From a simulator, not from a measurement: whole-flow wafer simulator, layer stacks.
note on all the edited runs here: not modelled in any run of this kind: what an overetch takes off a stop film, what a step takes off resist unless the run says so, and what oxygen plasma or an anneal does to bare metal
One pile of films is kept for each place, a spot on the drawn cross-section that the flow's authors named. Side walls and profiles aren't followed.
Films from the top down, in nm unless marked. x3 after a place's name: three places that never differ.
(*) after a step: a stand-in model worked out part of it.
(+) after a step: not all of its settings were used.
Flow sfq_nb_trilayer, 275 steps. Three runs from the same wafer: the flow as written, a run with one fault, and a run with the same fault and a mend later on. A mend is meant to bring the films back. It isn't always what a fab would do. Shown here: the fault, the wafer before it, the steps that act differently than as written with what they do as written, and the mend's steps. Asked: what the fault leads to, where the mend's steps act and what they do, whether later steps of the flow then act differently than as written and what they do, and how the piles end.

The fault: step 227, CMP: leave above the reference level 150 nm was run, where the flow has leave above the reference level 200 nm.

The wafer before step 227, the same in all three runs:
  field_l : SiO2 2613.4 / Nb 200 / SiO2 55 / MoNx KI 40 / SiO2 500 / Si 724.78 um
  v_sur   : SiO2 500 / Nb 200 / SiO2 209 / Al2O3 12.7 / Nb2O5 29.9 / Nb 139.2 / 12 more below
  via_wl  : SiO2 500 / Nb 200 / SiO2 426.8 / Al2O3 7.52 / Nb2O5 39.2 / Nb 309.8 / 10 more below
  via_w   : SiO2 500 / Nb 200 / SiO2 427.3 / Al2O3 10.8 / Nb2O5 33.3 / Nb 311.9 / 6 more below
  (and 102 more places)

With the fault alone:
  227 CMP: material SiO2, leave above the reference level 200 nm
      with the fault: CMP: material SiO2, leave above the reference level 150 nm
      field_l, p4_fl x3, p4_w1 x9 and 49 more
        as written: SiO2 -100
        with the fault: SiO2 -150
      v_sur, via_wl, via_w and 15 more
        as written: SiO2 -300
        with the fault: SiO2 -350
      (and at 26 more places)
  Later steps of the flow that act differently than as written (4 more steps differ only slightly, by at most 2% or 0.5 nm, whichever is larger, and aren't shown):
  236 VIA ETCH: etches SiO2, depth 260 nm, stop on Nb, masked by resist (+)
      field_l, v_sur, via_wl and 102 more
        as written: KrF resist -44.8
        with the fault: KrF resist -38.8
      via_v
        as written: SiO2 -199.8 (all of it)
        with the fault: SiO2 -149.8 (all of it)
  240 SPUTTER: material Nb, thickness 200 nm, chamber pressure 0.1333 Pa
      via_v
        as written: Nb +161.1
        with the fault: Nb +173.2
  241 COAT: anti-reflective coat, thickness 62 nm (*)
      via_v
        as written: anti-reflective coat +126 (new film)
        with the fault: anti-reflective coat +113.5 (new film)
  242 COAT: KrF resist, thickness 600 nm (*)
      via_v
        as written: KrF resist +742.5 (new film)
        with the fault: KrF resist +701 (new film)
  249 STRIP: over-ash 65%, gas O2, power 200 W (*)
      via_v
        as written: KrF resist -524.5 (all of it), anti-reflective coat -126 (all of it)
        with the fault: KrF resist -483.1 (all of it), anti-reflective coat -113.5 (all of it)
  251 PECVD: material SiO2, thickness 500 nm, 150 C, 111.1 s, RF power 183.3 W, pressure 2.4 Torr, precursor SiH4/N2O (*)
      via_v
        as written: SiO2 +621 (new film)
        with the fault: SiO2 +532.8 (new film)
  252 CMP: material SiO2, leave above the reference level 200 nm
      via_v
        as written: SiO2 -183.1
        with the fault: SiO2 -157.1
  At the end the piles differ from the flow's by more than 2% or 0.5 nm, whichever is larger, at v_sur, via_wl, via_w and 80 more.
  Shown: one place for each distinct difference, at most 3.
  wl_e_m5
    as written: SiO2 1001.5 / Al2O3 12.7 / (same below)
    with the fault: SiO2 951.5 / Al2O3 12.7 / (same below)
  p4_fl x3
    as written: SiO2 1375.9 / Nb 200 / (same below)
    with the fault: SiO2 1325.9 / Nb 200 / (same below)
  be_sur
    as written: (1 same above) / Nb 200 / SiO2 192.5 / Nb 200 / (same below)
    with the fault: (1 same above) / Nb 200 / SiO2 142.5 / Nb 200 / (same below)

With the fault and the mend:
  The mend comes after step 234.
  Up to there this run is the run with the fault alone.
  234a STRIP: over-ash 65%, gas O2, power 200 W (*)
      field_l, v_sur, via_wl and 102 more
        KrF resist -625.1 (all of it), anti-reflective coat -62 (all of it)
      via_v
        anti-reflective coat -62 (all of it)
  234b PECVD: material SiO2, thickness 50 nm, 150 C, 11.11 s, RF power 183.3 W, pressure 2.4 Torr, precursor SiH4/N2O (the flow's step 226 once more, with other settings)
      field_l, v_sur, via_wl and 103 more
        SiO2 +50
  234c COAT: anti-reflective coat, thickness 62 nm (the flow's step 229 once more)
      field_l, v_sur, via_wl and 103 more
        anti-reflective coat +62 (new film)
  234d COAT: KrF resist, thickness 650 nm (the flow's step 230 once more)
      field_l, v_sur, via_wl and 103 more
        KrF resist +650 (new film)
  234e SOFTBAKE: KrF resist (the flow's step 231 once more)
      changes no film at any place that is followed
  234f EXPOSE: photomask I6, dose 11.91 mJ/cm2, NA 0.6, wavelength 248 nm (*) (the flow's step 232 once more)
      changes no film at any place that is followed
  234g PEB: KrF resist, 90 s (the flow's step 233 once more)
      field_l, v_sur, via_wl and 103 more
        KrF resist -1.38
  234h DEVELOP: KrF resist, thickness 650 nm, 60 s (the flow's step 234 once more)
      field_l, v_sur, via_wl and 102 more
        KrF resist -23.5
      via_v
        KrF resist -648.6 (all of it)
  No later step of the flow acts differently than as written, at any place that is followed, by more than 2% or 0.5 nm, whichever is larger.
  At the end the piles are the same as the flow's at every place that both follow.
